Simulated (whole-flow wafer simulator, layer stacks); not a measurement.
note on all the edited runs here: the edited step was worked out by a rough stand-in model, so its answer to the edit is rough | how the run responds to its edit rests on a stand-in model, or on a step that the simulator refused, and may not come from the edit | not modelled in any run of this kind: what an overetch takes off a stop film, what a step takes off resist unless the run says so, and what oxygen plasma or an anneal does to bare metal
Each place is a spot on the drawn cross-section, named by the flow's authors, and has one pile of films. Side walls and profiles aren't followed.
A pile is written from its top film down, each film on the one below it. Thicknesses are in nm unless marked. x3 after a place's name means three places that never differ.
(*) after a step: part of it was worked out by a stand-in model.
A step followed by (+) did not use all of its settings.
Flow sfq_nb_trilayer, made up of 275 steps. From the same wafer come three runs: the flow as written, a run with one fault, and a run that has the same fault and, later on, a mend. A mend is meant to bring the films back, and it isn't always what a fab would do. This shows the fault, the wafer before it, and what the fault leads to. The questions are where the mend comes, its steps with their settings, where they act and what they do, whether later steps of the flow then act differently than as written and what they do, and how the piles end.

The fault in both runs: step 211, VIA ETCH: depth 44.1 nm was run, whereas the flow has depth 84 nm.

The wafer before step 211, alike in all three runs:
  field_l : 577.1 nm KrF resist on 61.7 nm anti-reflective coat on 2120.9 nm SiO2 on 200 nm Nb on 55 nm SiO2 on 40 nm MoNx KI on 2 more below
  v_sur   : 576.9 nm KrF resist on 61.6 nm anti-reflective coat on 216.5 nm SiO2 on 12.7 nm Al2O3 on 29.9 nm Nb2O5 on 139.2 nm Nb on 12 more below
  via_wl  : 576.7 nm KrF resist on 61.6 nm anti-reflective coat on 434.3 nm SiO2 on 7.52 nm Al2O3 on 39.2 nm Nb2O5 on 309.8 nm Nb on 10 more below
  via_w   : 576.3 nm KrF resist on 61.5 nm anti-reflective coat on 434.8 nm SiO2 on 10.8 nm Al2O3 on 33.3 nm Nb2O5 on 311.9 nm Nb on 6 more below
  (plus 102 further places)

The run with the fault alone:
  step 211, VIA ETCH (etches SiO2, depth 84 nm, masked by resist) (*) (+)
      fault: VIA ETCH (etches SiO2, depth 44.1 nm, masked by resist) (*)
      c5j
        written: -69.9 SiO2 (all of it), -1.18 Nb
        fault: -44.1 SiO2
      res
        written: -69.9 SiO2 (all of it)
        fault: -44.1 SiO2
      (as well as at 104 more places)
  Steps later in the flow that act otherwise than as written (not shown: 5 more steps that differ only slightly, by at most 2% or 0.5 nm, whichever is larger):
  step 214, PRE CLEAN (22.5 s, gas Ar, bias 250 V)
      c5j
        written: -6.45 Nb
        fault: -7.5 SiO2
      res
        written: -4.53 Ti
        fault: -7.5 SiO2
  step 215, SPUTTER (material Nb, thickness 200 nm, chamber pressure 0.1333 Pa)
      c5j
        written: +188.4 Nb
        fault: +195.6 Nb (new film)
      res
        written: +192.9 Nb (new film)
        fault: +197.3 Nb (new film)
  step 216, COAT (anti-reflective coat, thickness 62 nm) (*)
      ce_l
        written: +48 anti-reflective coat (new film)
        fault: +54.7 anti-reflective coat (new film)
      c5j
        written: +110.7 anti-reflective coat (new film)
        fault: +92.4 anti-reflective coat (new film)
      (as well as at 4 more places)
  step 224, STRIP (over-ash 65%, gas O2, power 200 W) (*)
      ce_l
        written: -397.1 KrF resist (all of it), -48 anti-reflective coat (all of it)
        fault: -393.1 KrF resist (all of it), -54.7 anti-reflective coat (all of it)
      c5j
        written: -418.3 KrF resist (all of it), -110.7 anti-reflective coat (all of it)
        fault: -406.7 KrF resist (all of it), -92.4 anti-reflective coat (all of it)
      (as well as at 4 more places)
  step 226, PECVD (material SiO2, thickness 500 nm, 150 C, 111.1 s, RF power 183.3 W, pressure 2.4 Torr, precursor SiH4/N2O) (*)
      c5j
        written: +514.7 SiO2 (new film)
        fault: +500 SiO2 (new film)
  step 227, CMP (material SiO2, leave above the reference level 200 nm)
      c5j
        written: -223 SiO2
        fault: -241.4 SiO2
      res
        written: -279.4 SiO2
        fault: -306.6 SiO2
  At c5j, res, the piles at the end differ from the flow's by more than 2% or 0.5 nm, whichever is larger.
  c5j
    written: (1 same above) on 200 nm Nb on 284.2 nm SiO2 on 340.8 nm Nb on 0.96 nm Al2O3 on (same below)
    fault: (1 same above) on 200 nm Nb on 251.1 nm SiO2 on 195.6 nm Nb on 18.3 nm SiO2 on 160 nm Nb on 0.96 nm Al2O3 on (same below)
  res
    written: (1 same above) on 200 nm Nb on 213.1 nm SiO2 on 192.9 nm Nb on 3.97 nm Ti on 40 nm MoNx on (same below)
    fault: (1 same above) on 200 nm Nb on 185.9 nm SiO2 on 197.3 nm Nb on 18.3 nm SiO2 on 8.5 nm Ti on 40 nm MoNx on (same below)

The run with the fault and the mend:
  The mend follows step 212.
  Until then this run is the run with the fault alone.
  step 212a, COAT (anti-reflective coat, thickness 62 nm) (*) (the flow's step 204 again)
      field_r, ln_m5, lsp_m and 64 more
        +62 anti-reflective coat (new film)
      ln_m6, lsp_r, l0_sur, l0v, wl_a_sl, wl_a_m6, wl_a_sr, wl_g_sr
        +61.9 anti-reflective coat (new film)
      field_l, v_sur
        +61.6 anti-reflective coat (new film)
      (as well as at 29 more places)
  step 212b, COAT (KrF resist, thickness 650 nm) (*) (the flow's step 205 again)
      l0v, p4_fl x3, p4_w1 x9 and 35 more
        +650 KrF resist (new film)
      wl_b_m5, wl_b_sr, wl_c_sl and 12 more
        +649.9 KrF resist (new film)
      lsp_r, wl_j_sl, wl_j_sr
        +650.2 KrF resist (new film)
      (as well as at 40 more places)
  step 212c, SOFTBAKE (KrF resist) (the flow's step 206 again)
      alters no film at any place that is followed
  step 212d, EXPOSE (photomask C5, dose 11.94 mJ/cm2, NA 0.6, wavelength 248 nm) (*) (the flow's step 207 again)
      alters no film at any place that is followed
  step 212e, PEB (KrF resist, 90 s) (the flow's step 208 again)
      field_l, sp_r, moat and 79 more
        -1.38 KrF resist
      v_sur, via_wl, via_w, via_wr, via_sp, be_sur, jj_sur
        -1.37 KrF resist
      via_v, wire, res
        -1.36 KrF resist
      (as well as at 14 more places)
  step 212f, DEVELOP (KrF resist, thickness 650 nm, 60 s) (the flow's step 209 again)
      field_l, v_sur, via_wl and 101 more
        -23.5 KrF resist
      c5j
        -673.4 KrF resist (all of it)
      res
        -641.1 KrF resist (all of it)
  step 212g, VIA ETCH (etches anti-reflective coat, depth 125 nm, masked by resist) (*) (+) (the flow's step 210 again)
      field_l, v_sur, via_wl and 101 more
        -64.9 KrF resist
      c5j
        -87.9 anti-reflective coat (all of it), -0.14 SiO2
      res
        -77.9 anti-reflective coat (all of it), -0.19 SiO2
  step 212h, VIA ETCH (etches SiO2, depth 39.9 nm, masked by resist) (*) (+) (the flow's step 211 again, with other settings)
      field_l, v_sur, via_wl and 101 more
        -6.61 KrF resist
      c5j
        -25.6 SiO2 (all of it), -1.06 Nb
      res
        -25.6 SiO2 (all of it)
  step 212i, STRIP (over-ash 65%, gas O2, power 200 W) (*) (the flow's step 212 again)
      p4_fl x3, p4_w1 x9, p4_g1 x2 and 33 more
        -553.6 KrF resist (all of it), -62 anti-reflective coat (all of it)
      wl_b_m5, wl_b_sr, wl_c_sl and 12 more
        -553.5 KrF resist (all of it), -62 anti-reflective coat (all of it)
      wl_j_sl, wl_j_sr
        -553.8 KrF resist (all of it), -60.2 anti-reflective coat (all of it)
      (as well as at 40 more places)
  Every later step of the flow that is run acts as written, at every place that is followed, to within 2% or 0.5 nm, whichever is larger.
  The piles end only slightly different from the flow's at the places that both follow, by no more than 2% or 0.5 nm, whichever is larger.
